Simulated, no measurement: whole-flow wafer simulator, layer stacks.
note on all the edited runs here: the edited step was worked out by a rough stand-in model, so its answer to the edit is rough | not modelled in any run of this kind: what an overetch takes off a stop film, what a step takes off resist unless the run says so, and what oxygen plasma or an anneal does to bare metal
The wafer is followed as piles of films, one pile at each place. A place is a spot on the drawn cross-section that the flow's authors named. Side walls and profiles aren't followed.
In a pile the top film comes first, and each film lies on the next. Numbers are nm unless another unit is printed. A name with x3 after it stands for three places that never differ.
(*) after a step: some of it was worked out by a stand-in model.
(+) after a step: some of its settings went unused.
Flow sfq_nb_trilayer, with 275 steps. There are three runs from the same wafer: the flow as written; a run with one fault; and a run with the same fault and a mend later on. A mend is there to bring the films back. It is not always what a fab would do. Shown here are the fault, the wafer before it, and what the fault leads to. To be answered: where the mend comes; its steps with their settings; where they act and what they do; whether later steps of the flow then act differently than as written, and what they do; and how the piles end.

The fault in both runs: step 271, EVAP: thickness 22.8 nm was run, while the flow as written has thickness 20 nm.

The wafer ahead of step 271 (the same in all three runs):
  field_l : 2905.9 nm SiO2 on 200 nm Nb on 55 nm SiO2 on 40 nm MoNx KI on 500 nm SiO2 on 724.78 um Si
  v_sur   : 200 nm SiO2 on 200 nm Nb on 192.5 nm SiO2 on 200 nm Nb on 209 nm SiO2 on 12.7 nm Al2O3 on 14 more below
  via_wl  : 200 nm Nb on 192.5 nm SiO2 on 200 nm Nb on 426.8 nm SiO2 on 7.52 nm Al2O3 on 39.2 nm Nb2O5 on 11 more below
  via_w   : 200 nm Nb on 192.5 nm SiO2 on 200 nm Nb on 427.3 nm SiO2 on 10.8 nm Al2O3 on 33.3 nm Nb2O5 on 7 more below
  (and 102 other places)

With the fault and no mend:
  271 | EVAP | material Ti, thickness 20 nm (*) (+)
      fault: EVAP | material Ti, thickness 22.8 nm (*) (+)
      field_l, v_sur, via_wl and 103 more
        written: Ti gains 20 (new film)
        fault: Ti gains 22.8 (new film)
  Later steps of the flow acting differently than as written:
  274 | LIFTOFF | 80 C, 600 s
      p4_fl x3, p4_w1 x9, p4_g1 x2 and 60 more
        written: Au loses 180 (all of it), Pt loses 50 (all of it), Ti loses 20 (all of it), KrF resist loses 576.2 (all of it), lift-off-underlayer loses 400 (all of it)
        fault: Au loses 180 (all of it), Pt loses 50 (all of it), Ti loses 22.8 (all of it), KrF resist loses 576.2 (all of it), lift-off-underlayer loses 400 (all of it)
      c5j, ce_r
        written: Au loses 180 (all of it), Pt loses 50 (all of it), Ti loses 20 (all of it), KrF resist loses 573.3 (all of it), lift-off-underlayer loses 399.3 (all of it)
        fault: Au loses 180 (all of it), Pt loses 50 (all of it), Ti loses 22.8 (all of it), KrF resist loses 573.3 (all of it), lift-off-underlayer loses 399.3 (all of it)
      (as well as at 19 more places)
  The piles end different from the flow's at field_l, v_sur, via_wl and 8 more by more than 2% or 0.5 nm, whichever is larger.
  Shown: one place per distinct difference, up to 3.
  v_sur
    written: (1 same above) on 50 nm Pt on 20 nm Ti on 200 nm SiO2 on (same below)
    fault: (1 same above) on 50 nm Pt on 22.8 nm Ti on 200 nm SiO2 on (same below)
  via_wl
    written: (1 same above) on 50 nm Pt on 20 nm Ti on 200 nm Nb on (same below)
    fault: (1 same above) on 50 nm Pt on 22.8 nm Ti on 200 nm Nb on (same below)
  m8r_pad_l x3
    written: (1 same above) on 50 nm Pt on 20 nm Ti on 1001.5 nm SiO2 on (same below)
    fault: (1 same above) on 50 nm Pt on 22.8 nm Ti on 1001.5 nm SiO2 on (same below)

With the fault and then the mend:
  After step 271 comes the mend.
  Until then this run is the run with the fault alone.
  271a | METAL ETCH | etches Ti, MoNx, depth 2.8 nm (a further turn of the flow's step 190, with different settings)
      field_l, v_sur, via_wl and 103 more
        Ti loses 2.8
  Every later step of the flow that is run acts as written at every place that is followed.
  By the end, the piles equal the flow's at every place that both follow.
